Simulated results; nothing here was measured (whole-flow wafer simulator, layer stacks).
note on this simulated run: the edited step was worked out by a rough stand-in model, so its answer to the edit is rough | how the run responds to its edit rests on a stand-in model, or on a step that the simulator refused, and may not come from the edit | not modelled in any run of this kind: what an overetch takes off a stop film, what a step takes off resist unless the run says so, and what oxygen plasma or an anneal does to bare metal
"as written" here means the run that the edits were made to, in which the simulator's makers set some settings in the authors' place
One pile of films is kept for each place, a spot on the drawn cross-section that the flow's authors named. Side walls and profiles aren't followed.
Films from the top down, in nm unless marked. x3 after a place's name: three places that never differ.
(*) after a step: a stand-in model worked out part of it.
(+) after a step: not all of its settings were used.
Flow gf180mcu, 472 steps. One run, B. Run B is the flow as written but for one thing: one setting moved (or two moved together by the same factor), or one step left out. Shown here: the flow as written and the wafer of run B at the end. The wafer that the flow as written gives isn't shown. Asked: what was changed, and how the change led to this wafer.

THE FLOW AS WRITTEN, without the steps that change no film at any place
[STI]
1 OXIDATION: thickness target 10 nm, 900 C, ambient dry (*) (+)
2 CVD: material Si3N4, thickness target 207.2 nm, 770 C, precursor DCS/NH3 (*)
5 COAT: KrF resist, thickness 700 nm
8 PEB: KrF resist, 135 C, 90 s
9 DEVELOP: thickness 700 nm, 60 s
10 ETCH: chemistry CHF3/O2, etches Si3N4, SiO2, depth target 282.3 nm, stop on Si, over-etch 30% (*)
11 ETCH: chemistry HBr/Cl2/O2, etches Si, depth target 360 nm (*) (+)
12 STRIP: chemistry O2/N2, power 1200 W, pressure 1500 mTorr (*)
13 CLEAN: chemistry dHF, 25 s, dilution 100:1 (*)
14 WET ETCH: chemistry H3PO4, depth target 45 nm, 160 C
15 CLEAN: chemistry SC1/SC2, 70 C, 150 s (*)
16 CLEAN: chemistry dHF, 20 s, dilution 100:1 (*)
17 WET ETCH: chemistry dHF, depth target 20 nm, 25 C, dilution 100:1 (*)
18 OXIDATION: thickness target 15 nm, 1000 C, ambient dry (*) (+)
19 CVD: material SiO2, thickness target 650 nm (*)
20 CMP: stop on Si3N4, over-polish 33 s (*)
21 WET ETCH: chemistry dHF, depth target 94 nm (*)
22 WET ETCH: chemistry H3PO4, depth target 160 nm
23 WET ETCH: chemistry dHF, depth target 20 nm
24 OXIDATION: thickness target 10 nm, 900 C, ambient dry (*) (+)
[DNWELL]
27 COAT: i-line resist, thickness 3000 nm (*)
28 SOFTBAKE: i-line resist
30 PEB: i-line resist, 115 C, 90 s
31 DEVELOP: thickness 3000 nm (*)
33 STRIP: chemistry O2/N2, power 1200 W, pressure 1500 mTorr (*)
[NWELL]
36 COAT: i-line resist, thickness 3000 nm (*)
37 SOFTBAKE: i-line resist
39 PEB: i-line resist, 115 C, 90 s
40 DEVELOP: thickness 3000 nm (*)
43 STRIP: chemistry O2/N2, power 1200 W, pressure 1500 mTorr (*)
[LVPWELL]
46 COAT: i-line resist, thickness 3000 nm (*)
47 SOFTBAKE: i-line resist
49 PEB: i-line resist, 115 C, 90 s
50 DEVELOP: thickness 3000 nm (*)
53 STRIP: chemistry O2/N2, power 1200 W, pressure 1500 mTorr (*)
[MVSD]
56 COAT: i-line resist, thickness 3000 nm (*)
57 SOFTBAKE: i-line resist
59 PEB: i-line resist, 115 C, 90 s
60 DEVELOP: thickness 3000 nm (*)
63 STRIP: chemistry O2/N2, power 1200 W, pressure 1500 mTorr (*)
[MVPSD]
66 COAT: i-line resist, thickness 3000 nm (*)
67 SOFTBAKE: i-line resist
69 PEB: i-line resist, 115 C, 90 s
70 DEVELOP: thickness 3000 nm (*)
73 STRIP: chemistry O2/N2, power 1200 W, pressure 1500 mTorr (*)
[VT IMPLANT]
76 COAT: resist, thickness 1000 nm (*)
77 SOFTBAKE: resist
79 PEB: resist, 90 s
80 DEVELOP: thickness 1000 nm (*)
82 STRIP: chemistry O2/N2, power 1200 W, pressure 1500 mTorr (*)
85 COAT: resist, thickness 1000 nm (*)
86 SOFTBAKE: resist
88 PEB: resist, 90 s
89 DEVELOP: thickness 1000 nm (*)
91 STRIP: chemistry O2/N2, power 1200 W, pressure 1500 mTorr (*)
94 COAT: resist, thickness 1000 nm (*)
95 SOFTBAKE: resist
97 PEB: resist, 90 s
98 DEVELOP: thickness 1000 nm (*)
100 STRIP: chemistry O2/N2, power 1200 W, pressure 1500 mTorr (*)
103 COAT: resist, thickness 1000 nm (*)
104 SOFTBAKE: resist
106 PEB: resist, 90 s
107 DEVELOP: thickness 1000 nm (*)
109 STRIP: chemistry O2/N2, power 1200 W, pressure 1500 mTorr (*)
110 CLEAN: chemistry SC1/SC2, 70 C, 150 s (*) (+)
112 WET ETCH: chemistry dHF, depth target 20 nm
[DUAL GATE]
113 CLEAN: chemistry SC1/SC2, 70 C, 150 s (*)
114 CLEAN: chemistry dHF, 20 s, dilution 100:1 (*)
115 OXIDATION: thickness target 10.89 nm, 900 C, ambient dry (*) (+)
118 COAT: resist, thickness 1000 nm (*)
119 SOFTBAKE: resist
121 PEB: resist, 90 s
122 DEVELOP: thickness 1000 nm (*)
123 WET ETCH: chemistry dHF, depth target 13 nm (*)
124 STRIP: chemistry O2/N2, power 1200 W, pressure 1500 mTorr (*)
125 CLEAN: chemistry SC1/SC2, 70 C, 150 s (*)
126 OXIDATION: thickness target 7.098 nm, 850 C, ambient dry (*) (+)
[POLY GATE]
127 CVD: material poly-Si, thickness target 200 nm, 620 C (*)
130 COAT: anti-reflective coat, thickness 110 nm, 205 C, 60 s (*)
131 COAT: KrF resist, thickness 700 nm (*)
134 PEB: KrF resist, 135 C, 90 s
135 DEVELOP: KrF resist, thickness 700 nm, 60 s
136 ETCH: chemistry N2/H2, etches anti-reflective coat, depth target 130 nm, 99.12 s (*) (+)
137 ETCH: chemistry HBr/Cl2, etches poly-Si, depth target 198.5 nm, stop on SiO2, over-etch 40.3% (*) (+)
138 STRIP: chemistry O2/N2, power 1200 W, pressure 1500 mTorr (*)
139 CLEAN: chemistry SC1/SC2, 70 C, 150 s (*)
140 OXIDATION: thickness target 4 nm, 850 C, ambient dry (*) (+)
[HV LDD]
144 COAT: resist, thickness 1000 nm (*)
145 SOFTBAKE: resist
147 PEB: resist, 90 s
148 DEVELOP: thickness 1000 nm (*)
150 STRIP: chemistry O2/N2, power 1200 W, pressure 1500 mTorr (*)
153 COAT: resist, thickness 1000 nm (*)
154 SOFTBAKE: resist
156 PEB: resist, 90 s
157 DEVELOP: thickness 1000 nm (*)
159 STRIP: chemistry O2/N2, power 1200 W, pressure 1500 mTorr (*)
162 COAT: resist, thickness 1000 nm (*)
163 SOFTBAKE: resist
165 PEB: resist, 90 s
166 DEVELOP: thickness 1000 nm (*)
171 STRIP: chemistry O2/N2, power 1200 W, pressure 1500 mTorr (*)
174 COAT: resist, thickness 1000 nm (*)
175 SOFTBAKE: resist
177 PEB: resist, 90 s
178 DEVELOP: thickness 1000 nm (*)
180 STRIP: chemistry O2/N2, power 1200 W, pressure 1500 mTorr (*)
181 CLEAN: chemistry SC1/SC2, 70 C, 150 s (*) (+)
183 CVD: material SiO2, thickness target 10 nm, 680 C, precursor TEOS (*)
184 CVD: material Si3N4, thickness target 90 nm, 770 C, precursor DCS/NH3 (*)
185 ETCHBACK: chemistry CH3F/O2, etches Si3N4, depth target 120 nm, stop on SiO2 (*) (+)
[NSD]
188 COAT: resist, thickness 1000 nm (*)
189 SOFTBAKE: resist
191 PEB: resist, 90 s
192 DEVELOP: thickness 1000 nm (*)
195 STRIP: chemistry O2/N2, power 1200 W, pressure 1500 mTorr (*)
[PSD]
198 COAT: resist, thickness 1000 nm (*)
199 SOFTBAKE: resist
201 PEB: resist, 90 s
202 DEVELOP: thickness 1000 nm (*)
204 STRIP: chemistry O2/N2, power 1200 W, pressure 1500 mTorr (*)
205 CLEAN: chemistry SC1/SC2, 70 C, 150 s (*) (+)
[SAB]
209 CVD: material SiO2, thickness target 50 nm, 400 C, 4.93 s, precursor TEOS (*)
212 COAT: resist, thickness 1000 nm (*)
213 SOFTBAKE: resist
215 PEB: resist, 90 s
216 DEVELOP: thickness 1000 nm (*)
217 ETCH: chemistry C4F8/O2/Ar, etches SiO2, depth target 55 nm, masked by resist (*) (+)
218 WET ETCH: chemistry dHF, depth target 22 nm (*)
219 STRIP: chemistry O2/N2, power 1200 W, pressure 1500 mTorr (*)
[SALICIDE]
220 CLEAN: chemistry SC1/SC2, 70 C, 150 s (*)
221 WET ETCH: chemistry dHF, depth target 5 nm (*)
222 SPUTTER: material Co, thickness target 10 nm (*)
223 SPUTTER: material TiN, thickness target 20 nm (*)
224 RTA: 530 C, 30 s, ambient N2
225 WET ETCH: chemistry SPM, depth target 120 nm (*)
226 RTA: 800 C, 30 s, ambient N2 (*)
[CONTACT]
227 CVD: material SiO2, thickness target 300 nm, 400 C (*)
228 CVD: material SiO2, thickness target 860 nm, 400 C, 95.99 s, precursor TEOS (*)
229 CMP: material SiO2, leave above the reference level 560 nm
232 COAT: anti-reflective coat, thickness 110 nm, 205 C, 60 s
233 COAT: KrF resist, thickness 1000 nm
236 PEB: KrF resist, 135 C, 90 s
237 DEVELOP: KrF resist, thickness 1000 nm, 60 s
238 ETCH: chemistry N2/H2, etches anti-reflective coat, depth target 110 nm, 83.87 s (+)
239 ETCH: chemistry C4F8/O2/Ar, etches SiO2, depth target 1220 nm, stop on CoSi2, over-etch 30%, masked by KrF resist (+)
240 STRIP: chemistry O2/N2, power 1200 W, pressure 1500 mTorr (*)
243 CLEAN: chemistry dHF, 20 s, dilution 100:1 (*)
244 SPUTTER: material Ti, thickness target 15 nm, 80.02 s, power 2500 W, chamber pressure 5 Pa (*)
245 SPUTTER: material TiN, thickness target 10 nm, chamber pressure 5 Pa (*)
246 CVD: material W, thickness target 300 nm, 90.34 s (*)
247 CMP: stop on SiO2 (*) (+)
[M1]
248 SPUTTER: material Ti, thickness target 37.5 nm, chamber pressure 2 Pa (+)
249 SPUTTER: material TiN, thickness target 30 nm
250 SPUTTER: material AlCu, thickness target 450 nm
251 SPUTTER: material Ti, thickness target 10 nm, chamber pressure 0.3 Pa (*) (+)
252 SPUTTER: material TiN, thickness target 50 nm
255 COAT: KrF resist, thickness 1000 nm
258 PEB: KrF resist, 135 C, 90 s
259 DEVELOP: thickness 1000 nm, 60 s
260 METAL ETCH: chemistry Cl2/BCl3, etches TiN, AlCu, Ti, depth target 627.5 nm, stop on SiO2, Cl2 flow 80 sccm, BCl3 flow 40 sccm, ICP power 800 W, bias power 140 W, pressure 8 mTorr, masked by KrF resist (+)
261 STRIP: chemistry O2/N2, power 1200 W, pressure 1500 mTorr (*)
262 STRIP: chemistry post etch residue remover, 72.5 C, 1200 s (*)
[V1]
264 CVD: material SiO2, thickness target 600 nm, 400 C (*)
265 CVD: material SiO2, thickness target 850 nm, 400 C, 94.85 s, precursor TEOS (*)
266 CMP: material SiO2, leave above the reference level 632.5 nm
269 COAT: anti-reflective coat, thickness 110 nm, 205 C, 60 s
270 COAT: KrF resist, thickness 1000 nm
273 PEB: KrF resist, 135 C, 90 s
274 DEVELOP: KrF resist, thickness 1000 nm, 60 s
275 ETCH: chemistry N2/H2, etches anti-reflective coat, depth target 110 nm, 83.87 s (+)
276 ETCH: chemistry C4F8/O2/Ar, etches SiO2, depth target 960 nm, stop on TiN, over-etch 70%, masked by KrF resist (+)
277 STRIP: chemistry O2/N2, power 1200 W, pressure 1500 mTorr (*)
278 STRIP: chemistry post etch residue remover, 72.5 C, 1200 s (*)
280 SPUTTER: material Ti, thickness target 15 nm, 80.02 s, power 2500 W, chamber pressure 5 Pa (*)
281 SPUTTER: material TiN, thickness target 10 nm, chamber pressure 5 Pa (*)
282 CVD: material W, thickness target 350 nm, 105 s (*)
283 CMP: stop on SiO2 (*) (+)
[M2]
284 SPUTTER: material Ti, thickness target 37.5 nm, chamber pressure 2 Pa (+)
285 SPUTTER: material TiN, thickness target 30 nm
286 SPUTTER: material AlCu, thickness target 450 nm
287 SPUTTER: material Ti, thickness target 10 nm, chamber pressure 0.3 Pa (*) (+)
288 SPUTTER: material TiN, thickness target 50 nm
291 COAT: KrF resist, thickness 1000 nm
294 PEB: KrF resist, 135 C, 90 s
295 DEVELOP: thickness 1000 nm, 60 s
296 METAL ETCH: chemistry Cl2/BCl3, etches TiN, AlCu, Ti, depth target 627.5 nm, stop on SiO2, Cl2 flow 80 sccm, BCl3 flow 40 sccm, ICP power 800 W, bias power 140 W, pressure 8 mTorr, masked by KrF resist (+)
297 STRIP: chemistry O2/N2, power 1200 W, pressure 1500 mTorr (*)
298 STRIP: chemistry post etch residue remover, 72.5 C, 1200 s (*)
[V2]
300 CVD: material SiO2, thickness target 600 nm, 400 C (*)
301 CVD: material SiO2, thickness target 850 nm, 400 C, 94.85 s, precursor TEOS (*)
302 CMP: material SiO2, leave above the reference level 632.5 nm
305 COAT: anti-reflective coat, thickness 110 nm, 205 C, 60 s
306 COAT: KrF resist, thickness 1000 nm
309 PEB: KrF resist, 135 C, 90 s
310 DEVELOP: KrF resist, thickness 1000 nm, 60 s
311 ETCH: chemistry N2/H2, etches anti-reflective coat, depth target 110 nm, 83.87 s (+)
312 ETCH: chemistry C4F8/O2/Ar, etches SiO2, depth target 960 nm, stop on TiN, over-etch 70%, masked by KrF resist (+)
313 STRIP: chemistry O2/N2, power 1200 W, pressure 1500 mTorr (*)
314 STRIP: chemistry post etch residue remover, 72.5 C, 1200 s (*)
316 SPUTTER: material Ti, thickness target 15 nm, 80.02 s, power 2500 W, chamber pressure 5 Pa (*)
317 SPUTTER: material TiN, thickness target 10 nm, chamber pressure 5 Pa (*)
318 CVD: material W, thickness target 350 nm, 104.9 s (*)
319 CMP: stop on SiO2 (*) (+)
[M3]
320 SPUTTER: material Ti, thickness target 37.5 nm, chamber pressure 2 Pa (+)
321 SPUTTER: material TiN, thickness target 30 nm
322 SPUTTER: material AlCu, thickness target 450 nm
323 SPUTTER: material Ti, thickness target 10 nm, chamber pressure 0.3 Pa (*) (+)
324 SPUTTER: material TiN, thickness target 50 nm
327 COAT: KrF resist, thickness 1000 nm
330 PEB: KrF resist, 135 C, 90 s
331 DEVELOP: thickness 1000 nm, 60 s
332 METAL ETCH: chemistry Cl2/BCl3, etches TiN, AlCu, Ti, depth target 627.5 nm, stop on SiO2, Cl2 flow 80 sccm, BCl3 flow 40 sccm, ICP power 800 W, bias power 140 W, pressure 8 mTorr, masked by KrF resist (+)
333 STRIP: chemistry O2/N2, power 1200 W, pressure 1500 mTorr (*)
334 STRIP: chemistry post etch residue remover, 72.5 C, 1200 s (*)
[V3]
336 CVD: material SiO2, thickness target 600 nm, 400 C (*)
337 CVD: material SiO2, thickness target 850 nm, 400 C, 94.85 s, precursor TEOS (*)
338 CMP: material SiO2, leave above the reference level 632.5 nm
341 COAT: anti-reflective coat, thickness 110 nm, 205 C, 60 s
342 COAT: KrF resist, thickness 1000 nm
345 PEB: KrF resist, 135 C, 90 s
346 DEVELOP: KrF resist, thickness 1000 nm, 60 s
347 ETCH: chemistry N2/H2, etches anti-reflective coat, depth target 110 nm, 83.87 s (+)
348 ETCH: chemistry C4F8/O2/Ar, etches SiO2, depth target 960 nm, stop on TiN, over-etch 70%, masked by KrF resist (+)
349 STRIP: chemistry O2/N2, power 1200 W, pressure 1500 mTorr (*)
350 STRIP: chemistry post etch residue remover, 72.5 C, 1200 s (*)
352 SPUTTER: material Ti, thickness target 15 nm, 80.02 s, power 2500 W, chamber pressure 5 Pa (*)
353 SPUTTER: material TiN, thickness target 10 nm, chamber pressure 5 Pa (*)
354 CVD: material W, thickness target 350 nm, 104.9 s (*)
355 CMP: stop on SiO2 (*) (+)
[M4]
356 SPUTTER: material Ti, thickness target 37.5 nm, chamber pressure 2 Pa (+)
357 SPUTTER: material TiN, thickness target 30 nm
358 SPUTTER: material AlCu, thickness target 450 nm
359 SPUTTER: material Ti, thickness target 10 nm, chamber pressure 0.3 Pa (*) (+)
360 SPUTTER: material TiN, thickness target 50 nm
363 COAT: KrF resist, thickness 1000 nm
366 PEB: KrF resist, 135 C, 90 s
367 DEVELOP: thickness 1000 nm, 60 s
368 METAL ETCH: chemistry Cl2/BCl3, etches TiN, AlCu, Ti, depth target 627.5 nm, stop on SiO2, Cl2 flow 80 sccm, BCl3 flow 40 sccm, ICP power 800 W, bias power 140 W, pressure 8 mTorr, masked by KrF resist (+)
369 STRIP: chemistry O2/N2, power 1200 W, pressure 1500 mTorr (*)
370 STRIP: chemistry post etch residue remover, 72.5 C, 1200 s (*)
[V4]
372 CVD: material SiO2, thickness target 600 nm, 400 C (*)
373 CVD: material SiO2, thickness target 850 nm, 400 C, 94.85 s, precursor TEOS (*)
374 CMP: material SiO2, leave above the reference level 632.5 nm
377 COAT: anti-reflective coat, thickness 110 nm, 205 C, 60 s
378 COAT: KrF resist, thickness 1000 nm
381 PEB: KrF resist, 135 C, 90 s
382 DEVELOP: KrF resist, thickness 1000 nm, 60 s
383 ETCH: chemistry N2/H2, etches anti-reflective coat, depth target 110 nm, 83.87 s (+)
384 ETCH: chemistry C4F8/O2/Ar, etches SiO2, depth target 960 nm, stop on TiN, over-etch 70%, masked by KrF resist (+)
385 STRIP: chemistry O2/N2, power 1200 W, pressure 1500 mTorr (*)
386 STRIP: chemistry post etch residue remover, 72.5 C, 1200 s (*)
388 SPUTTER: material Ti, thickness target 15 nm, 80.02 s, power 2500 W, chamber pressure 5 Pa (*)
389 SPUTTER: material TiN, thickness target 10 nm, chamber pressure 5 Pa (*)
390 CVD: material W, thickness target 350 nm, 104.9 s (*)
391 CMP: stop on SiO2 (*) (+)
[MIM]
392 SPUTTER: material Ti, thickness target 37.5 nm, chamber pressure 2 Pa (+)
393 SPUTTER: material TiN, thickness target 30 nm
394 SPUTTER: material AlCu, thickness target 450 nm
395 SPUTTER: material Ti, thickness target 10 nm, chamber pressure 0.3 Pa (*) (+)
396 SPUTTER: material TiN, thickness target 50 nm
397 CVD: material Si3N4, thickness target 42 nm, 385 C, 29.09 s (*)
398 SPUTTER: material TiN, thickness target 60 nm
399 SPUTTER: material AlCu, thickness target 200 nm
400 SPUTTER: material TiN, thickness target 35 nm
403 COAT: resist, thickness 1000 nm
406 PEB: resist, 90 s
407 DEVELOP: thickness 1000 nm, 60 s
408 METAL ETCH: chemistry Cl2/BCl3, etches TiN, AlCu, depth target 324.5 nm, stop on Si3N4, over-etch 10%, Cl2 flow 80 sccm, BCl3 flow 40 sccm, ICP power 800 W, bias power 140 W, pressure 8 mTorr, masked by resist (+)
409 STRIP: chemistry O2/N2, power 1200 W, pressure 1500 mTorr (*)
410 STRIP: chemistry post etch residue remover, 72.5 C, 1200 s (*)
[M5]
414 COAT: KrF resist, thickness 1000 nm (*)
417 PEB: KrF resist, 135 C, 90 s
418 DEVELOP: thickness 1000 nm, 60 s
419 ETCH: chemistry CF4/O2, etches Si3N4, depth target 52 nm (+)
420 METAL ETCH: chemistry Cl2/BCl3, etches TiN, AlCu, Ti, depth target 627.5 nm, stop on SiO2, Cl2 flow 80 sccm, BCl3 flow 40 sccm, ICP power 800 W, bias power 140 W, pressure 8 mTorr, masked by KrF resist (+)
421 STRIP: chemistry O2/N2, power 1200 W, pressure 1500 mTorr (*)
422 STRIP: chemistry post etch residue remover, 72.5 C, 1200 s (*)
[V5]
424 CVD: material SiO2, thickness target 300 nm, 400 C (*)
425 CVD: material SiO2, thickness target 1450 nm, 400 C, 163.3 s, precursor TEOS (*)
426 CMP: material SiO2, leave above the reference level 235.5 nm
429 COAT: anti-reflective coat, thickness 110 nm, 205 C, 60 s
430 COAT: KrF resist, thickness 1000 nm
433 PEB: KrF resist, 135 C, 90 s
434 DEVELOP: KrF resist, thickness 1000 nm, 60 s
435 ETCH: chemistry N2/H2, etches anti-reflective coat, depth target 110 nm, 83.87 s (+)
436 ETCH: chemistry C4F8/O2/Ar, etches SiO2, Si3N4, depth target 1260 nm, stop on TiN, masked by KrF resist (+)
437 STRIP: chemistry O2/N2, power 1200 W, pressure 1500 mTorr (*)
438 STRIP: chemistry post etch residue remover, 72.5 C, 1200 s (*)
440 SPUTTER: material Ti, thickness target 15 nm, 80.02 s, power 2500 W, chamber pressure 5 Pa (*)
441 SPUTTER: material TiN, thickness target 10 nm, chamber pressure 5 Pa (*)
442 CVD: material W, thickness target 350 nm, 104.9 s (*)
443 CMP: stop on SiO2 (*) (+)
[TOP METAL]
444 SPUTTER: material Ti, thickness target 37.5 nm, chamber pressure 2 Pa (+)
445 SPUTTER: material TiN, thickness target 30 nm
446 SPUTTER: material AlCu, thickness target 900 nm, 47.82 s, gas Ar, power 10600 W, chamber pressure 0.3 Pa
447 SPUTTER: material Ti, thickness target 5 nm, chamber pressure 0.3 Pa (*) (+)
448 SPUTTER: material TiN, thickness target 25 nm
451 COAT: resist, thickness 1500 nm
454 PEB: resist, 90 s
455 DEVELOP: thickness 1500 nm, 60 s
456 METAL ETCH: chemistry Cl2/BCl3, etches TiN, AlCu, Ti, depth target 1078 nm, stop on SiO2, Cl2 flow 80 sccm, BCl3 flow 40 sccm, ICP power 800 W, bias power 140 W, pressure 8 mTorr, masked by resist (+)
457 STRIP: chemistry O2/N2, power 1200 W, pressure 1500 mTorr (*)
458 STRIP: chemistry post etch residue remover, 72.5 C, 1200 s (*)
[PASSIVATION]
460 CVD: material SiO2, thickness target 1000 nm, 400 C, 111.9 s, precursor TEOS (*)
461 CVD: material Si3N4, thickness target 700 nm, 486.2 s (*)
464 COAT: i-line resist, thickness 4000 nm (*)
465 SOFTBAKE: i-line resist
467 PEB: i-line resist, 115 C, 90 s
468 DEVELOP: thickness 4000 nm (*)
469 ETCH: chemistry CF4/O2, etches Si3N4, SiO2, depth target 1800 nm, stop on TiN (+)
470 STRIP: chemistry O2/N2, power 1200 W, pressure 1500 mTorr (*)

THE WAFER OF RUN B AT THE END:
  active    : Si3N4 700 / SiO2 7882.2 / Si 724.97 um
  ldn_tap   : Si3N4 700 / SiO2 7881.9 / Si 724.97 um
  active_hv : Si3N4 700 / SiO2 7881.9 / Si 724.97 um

The cause: step 115, OXIDATION: 1020 C was run, where the flow has 900 C.

How the change led to this, step by step:
  115 OXIDATION: thickness target 10.89 nm, 900 C, ambient dry (*) (+)
      active, n_well, p_well and 40 more: SiO2 +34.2 (new film), Si -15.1 (as written it would be: SiO2 +10.9 (new film), Si -4.79)
      sti, mim_1p0, pad and 19 more: SiO2 +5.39, Si -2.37 (as written it would be: SiO2 +1.22, Si -0.54)
      (and at 27 more places)
  123 WET ETCH: chemistry dHF, depth target 13 nm (*)
      active, n_well, p_well and 12 more: SiO2 -13 (as written it would be: SiO2 -10.9 (all of it))
  124 STRIP: chemistry O2/N2, power 1200 W, pressure 1500 mTorr (*)
      active, n_well, p_well and 12 more: nothing (as written it would be: chemical SiO2 +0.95 (new film), Si -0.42)
  126 OXIDATION: thickness target 7.098 nm, 850 C, ambient dry (*) (+)
      active, n_well, p_well and 12 more: SiO2 +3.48, Si -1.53 (as written it would be: SiO2 +7.1 (new film), chemical SiO2 -0.76 (all of it), Si -2.79)
      gate_hv, active_hv, active_nat and 25 more: SiO2 +2.88, Si -1.27 (as written it would be: SiO2 +3.72, Si -1.64)
  130 COAT: anti-reflective coat, thickness 110 nm, 205 C, 60 s (*)
      p_well, spacer, sd_n: anti-reflective coat +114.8 (new film) (as written it would be: anti-reflective coat +121 (new film))
      field__w1: anti-reflective coat +104.9 (new film) (as written it would be: anti-reflective coat +99.6 (new film))
      (and at 63 more places)
  136 ETCH: chemistry N2/H2, etches anti-reflective coat, depth target 130 nm, 99.12 s (*) (+)
      p_well, spacer, sd_n: anti-reflective coat -114.8 (all of it), poly-Si -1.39 (as written it would be: anti-reflective coat -121 (all of it), poly-Si -1.23)
      field__w1: anti-reflective coat -104.9 (all of it), poly-Si -1.64 (as written it would be: anti-reflective coat -99.6 (all of it), poly-Si -1.78)
      (and at 45 more places)
  138 STRIP: chemistry O2/N2, power 1200 W, pressure 1500 mTorr (*)
      gate_hv: chemical SiO2 +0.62 (new film), KrF resist -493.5 (all of it), anti-reflective coat -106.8 (all of it), poly-Si -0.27 (as written it would be: chemical SiO2 +0.62 (new film), KrF resist -495.3 (all of it), anti-reflective coat -109.8 (all of it), poly-Si -0.27)
      ld_gate_n: chemical SiO2 +0.62 (new film), KrF resist -493.2 (all of it), anti-reflective coat -110 (all of it), poly-Si -0.27 (as written it would be: chemical SiO2 +0.62 (new film), KrF resist -494.2 (all of it), anti-reflective coat -113.1 (all of it), poly-Si -0.27)
      (and at 16 more places)
  145 SOFTBAKE: resist
      nw_enc_fld_lv__w3: resist -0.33 (as written it would be: resist +0.39)
  154 SOFTBAKE: resist
      nw_enc_fld_lv__w3: resist -0.33 (as written it would be: resist +0.39)
  163 SOFTBAKE: resist
      nw_enc_fld_lv__w3: resist -0.33 (as written it would be: resist +0.39)
  175 SOFTBAKE: resist
      nw_enc_fld_lv__w3: resist -0.33 (as written it would be: resist +0.39)
  189 SOFTBAKE: resist
      active_hv: resist +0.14 (as written it would be: resist +0.78)
  199 SOFTBAKE: resist
      active_hv: resist +0.14 (as written it would be: resist +0.78)
  218 WET ETCH: chemistry dHF, depth target 22 nm (*)
      ldn_tap, ldn_src, ldn_drn, ldp_tap, ldp_src, ldp_drn, ldp_gr: SiO2 -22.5 (as written it would be: SiO2 -16 (all of it))
      active, sd_n, iso_ptap_pw, iso_ntap_nw, iso_ptap_sub, vpnp_e: SiO2 -22.6 (as written it would be: SiO2 -9.01 (all of it))
      (and at 10 more places)
  219 STRIP: chemistry O2/N2, power 1200 W, pressure 1500 mTorr (*)
      active, p_well, sd_n and 20 more: nothing (as written it would be: chemical SiO2 +0.95 (new film), Si -0.42)
  221 WET ETCH: chemistry dHF, depth target 5 nm (*)
      active_hv, active_nat, ld_sd_n and 14 more: SiO2 -2.51 (as written it would be: chemical SiO2 -0.76 (all of it))
      active, sd_n, iso_ntap_nw: SiO2 -2.52 (as written it would be: chemical SiO2 -0.76 (all of it))
      (and at 3 more places)
  ... 5 more steps ...
  229 CMP: material SiO2, leave above the reference level 560 nm
      gate_hv, gate_nat, ld_gate_n and 11 more: SiO2 -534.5 (as written it would be: SiO2 -514.3)
      ldn_sep__w1, ldn_sep__w2, ldn_dft and 8 more: SiO2 -321.1 (as written it would be: SiO2 -311.1)
      (and at 65 more places)
Counting metal films that touch as one body, active has 0 bodies; the flow as written gives 1 body.
Counting metal films that touch as one body, ldn_tap has 0 bodies; the flow as written gives 1 body.
Counting metal films that touch as one body, active_hv has 0 bodies; the flow as written gives 1 body.
